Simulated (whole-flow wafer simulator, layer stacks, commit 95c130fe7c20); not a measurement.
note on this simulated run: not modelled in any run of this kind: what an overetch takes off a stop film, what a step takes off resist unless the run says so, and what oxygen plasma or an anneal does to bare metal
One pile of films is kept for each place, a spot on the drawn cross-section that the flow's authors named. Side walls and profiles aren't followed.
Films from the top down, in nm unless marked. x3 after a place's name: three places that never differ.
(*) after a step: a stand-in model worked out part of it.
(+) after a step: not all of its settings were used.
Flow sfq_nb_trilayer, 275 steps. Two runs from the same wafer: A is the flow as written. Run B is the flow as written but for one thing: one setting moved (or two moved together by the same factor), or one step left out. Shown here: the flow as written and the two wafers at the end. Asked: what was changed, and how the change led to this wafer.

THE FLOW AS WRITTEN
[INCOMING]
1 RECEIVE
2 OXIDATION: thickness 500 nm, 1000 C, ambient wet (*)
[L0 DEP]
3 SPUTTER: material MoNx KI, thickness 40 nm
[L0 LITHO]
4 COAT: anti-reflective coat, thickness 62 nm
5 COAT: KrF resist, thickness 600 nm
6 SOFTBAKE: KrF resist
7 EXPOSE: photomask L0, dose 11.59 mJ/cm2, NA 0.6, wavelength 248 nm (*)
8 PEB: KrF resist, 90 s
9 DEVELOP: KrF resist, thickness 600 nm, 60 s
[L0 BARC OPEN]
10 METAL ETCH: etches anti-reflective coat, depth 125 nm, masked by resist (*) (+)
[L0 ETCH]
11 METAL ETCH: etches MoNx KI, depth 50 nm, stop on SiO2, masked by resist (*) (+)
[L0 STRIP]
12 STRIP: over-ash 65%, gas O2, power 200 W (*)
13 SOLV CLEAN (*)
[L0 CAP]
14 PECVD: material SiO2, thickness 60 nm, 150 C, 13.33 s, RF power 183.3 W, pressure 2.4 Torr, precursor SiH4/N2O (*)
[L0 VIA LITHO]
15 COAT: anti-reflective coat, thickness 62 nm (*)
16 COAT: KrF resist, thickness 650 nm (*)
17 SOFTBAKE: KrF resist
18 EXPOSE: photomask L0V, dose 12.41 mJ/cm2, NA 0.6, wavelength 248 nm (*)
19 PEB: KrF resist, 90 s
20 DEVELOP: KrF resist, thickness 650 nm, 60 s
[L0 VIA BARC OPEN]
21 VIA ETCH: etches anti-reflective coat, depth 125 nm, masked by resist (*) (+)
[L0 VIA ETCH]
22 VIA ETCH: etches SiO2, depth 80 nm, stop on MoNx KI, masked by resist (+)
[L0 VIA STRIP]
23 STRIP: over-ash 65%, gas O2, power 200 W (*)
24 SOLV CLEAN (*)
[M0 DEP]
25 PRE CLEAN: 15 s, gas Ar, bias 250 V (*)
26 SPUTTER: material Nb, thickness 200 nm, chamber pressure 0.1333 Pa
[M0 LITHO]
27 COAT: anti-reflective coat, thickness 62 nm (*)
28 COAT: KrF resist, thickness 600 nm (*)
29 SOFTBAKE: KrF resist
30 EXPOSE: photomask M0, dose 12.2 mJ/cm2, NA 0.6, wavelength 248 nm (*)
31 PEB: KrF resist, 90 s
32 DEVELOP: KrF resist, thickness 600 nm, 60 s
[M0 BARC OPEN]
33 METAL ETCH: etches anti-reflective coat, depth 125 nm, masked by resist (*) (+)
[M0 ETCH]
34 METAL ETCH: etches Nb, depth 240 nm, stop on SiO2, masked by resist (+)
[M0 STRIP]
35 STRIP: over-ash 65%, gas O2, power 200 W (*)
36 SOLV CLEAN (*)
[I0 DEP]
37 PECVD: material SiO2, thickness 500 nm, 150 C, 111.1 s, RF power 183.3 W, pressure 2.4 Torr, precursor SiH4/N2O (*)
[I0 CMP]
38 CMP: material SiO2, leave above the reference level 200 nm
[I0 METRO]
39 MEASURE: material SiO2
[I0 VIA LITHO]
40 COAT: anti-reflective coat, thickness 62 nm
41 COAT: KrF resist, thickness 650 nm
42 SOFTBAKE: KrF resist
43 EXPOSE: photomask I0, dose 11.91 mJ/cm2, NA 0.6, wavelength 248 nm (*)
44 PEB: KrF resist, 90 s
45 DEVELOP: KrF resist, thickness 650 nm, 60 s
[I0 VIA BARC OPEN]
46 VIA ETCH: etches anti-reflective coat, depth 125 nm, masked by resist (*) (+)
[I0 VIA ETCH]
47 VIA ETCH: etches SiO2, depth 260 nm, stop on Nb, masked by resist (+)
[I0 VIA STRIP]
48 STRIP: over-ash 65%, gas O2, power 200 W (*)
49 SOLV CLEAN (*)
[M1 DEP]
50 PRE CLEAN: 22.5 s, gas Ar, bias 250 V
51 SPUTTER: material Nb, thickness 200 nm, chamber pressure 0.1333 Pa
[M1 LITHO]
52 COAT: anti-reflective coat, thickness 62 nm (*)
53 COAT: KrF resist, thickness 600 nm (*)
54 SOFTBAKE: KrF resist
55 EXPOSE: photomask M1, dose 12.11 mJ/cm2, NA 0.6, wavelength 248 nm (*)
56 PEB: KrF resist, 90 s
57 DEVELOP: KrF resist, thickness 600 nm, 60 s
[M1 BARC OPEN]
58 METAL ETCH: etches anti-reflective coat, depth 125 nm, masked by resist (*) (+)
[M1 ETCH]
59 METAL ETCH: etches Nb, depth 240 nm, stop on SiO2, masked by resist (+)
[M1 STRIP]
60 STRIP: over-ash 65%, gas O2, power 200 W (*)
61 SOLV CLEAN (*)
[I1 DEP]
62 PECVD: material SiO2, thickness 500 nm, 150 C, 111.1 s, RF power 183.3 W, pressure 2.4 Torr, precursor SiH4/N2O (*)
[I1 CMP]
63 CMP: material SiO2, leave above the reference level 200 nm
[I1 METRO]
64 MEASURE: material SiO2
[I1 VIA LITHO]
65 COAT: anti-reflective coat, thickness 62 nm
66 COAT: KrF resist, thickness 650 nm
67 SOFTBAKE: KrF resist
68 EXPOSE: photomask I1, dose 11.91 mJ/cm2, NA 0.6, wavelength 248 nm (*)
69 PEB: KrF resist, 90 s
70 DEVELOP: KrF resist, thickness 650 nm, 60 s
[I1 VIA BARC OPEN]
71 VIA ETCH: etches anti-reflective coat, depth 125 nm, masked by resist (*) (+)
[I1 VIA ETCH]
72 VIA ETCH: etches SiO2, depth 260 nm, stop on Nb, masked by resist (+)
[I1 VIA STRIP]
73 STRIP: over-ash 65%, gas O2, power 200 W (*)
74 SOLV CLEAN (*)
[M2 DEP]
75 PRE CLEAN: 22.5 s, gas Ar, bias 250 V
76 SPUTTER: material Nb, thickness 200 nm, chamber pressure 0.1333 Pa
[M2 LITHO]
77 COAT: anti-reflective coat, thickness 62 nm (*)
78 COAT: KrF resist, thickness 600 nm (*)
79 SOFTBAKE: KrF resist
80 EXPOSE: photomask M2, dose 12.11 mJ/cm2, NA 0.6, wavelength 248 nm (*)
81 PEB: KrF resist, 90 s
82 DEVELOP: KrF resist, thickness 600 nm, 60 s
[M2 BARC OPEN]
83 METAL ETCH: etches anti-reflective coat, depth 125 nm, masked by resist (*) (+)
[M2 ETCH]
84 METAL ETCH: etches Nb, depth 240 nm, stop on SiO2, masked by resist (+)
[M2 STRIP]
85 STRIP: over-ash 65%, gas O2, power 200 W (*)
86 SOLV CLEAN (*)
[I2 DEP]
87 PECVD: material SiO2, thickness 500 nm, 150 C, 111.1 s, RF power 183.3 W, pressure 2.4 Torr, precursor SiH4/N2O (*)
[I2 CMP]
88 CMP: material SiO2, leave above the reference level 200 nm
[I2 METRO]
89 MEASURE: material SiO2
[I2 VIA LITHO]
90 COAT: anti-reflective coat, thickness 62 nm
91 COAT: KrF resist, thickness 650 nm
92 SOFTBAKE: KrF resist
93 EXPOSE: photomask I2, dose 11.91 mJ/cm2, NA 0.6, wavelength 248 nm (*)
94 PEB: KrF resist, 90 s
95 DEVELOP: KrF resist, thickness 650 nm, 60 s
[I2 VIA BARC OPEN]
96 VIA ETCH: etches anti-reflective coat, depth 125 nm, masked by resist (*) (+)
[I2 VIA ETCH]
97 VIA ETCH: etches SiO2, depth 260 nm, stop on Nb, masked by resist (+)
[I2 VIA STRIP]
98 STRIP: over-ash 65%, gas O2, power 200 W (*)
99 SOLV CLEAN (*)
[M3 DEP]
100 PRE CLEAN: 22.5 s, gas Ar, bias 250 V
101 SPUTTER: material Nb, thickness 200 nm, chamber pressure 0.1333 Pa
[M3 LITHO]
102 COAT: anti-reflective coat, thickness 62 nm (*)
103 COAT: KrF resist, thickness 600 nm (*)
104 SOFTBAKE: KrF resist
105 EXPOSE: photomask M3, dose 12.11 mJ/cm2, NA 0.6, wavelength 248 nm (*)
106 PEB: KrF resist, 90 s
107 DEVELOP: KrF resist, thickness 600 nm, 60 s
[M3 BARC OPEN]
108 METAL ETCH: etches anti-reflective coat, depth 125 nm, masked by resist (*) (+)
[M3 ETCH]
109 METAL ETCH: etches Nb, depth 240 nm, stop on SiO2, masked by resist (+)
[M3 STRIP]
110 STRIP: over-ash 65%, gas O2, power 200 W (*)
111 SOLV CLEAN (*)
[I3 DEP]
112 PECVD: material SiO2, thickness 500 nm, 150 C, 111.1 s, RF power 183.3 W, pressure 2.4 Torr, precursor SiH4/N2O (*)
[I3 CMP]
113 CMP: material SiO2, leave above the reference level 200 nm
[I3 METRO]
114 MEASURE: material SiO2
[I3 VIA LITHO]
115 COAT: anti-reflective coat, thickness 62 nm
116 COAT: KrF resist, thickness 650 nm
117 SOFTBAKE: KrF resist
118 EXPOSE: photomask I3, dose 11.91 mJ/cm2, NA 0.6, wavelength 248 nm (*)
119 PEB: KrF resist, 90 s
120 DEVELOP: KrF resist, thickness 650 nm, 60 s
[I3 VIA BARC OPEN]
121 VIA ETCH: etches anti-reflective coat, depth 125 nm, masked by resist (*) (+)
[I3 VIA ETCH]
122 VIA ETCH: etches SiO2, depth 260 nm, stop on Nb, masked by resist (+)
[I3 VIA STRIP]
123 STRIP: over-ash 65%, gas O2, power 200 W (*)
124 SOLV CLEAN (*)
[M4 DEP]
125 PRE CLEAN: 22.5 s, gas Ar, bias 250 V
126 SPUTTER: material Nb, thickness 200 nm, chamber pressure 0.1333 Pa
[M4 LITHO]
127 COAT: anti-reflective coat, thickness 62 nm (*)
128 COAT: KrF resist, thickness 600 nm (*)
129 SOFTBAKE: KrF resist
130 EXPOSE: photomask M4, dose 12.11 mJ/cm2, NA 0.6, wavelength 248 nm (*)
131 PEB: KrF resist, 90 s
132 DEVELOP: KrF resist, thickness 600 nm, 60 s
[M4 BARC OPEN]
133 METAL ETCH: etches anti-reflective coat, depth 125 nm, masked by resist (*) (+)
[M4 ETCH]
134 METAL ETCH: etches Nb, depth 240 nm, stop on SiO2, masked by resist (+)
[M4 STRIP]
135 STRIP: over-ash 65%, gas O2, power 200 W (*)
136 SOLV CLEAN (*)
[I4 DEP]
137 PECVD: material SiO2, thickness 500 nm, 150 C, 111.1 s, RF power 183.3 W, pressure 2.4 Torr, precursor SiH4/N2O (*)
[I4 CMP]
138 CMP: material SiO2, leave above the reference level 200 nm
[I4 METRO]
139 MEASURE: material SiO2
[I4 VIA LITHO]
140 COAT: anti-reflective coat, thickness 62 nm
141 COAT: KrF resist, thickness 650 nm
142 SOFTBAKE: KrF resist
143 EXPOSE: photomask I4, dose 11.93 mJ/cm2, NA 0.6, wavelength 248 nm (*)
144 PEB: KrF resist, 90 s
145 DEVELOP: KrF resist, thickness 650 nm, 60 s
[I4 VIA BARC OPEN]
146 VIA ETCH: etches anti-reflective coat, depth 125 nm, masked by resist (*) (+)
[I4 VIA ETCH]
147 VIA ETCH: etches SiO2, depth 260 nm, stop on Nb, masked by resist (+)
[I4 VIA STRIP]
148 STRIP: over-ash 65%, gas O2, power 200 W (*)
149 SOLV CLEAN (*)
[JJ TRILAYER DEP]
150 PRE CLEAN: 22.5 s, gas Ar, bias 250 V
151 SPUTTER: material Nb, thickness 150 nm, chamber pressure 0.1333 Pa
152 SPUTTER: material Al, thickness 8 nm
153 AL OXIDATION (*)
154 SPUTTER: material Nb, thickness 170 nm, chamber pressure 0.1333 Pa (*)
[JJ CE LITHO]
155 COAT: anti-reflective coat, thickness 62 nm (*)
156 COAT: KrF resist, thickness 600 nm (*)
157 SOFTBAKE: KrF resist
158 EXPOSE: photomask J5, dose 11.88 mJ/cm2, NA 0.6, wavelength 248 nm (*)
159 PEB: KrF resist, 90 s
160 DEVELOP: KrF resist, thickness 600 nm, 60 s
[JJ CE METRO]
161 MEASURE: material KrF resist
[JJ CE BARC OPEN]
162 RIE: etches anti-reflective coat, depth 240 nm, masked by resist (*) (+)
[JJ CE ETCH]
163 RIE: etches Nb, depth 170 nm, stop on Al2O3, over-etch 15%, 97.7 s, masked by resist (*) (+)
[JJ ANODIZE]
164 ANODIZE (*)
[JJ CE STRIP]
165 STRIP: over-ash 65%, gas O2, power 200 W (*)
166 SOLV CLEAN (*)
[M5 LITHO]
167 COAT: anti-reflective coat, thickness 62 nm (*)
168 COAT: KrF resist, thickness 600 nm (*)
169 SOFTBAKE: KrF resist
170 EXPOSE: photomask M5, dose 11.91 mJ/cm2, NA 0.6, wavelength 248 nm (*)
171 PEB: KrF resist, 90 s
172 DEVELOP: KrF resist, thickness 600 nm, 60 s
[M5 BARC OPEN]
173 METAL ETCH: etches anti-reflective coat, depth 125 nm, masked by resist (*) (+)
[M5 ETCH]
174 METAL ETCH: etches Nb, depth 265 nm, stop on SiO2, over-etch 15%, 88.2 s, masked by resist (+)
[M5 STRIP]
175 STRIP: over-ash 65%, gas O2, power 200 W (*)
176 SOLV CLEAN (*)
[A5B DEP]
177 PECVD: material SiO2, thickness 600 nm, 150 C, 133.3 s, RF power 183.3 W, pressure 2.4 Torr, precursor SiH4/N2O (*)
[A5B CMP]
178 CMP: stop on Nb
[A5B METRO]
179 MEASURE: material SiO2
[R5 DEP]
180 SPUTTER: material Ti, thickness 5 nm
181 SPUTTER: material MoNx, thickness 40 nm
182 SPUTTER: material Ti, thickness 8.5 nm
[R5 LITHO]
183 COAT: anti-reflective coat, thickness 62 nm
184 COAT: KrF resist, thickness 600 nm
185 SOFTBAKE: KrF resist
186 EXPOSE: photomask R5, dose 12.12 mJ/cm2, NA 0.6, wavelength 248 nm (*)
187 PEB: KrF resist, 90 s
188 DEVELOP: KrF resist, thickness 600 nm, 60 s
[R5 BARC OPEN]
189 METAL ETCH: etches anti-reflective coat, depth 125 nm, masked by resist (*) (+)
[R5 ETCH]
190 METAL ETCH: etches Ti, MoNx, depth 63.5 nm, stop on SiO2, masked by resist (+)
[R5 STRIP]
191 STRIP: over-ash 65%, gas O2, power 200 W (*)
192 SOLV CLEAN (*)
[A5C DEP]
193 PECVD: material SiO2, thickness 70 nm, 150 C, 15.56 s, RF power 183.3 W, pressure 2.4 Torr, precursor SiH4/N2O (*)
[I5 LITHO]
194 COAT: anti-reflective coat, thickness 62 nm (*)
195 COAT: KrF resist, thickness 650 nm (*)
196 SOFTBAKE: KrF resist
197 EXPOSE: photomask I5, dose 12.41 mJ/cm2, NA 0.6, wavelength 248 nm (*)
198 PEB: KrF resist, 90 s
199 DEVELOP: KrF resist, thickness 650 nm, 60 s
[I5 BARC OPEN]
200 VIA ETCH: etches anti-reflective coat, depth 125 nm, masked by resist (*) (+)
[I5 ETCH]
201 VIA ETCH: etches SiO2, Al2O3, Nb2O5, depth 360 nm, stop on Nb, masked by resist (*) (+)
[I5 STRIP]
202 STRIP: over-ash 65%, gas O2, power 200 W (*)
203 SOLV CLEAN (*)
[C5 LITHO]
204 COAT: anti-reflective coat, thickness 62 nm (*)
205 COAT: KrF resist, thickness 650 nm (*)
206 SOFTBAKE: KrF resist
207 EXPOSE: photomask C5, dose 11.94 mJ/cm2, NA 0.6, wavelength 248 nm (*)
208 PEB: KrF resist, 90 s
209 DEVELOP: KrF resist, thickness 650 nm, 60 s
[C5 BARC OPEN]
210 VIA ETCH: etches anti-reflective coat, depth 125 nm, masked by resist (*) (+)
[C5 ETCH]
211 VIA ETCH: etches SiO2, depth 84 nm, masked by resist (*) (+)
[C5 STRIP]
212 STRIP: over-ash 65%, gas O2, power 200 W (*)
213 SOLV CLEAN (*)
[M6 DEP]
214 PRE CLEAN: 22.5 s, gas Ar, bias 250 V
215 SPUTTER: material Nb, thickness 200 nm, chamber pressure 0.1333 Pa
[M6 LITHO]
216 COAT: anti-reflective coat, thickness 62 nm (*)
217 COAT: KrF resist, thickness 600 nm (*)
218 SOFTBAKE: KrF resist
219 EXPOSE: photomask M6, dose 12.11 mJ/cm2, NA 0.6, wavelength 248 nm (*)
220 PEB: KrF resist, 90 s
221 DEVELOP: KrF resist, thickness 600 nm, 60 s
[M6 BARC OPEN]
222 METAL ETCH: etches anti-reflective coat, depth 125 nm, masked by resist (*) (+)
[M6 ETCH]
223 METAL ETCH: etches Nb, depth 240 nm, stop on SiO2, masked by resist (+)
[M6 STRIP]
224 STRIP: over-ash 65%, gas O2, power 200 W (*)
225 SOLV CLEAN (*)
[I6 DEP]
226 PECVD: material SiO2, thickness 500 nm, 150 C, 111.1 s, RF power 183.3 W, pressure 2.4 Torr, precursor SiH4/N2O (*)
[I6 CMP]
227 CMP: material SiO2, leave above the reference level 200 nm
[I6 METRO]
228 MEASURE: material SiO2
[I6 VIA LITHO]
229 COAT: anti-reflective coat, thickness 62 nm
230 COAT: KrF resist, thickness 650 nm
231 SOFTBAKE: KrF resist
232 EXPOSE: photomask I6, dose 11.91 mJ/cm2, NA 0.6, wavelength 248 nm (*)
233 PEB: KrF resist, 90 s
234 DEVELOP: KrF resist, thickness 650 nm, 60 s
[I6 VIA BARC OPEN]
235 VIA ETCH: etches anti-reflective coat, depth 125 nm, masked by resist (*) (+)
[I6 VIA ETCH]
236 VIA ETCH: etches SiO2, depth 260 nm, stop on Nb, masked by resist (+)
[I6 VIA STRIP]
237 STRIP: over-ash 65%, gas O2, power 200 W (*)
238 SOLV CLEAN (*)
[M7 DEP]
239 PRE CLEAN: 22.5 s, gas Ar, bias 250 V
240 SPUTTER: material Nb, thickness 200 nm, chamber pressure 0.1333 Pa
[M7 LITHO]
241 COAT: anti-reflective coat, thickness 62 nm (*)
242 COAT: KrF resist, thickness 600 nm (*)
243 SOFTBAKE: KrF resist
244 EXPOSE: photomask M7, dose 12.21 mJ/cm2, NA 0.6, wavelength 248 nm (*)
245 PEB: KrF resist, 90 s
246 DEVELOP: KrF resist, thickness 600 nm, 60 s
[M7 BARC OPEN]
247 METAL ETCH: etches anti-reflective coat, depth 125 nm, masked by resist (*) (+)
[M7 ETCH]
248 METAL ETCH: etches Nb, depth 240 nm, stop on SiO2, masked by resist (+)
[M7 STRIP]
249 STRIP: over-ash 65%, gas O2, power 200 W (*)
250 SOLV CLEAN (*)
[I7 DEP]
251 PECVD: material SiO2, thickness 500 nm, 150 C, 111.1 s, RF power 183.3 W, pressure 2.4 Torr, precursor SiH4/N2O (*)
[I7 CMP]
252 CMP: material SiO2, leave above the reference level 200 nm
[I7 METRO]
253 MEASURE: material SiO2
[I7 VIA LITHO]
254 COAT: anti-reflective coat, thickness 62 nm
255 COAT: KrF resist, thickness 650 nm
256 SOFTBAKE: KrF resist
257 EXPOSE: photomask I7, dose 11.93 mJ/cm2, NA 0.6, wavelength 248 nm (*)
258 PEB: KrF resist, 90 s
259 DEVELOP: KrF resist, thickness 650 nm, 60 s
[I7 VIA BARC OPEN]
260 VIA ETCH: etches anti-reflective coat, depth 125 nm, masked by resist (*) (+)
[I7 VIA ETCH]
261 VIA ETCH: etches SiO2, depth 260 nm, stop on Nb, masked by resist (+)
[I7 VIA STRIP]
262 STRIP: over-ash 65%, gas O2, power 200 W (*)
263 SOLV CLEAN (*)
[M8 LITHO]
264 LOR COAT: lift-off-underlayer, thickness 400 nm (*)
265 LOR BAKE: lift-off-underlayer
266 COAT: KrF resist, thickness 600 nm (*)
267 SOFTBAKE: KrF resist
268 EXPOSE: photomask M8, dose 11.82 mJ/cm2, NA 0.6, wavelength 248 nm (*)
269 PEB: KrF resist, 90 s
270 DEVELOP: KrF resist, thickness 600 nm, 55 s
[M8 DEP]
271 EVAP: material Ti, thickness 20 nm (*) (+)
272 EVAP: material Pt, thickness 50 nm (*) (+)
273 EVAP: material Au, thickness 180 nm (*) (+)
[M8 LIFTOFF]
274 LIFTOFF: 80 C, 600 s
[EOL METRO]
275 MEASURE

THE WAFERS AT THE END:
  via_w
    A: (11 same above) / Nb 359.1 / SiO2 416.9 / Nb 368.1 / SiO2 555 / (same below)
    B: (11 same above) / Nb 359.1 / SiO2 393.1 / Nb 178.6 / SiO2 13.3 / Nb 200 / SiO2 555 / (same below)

The cause: step 47, VIA ETCH: depth 179 nm was run, where the flow has depth 260 nm.

How the change led to this, step by step:
  47 VIA ETCH: etches SiO2, depth 260 nm, stop on Nb, masked by resist (+)
      via_w: A SiO2 -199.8 (all of it) | B SiO2 -179
      field_l, v_sur, via_wl and 102 more: A KrF resist -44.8 | B KrF resist -30.9
  48 STRIP: over-ash 65%, gas O2, power 200 W (*)
      field_l, v_sur, via_wl and 102 more: A KrF resist -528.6 (all of it), anti-reflective coat -62 (all of it) | B KrF resist -542.6 (all of it), anti-reflective coat -62 (all of it)
  50 PRE CLEAN: 22.5 s, gas Ar, bias 250 V
      via_w: A Nb -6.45 | B SiO2 -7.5
  51 SPUTTER: material Nb, thickness 200 nm, chamber pressure 0.1333 Pa
      via_w: A Nb +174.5 | B Nb +178.6 (new film)
  52 COAT: anti-reflective coat, thickness 62 nm (*)
      via_wl: A anti-reflective coat +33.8 (new film) | B anti-reflective coat +34.6 (new film)
      via_w: A anti-reflective coat +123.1 (new film) | B anti-reflective coat +118.8 (new film)
  53 COAT: KrF resist, thickness 600 nm (*)
      via_w: A KrF resist +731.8 (new film) | B KrF resist +715.5 (new film)
  60 STRIP: over-ash 65%, gas O2, power 200 W (*)
      via_wl: A KrF resist -385.5 (all of it), anti-reflective coat -33.8 (all of it) | B KrF resist -387.2 (all of it), anti-reflective coat -34.6 (all of it)
      via_w: A KrF resist -513.8 (all of it), anti-reflective coat -123.1 (all of it) | B KrF resist -497.6 (all of it), anti-reflective coat -118.8 (all of it)
  62 PECVD: material SiO2, thickness 500 nm, 150 C, 111.1 s, RF power 183.3 W, pressure 2.4 Torr, precursor SiH4/N2O (*)
      via_w: A SiO2 +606 (new film) | B SiO2 +582.2 (new film)
Counting metal films that touch as one body, via_w has 6 bodies (between them, from the top down: SiO2 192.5; SiO2 427.3 / Al2O3 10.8 / Nb2O5 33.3; SiO2 425.9; SiO2 393.1; SiO2 13.3); the flow as written gives 5 bodies (between them, from the top down: SiO2 192.5; SiO2 427.3 / Al2O3 10.8 / Nb2O5 33.3; SiO2 425.9; SiO2 416.9).
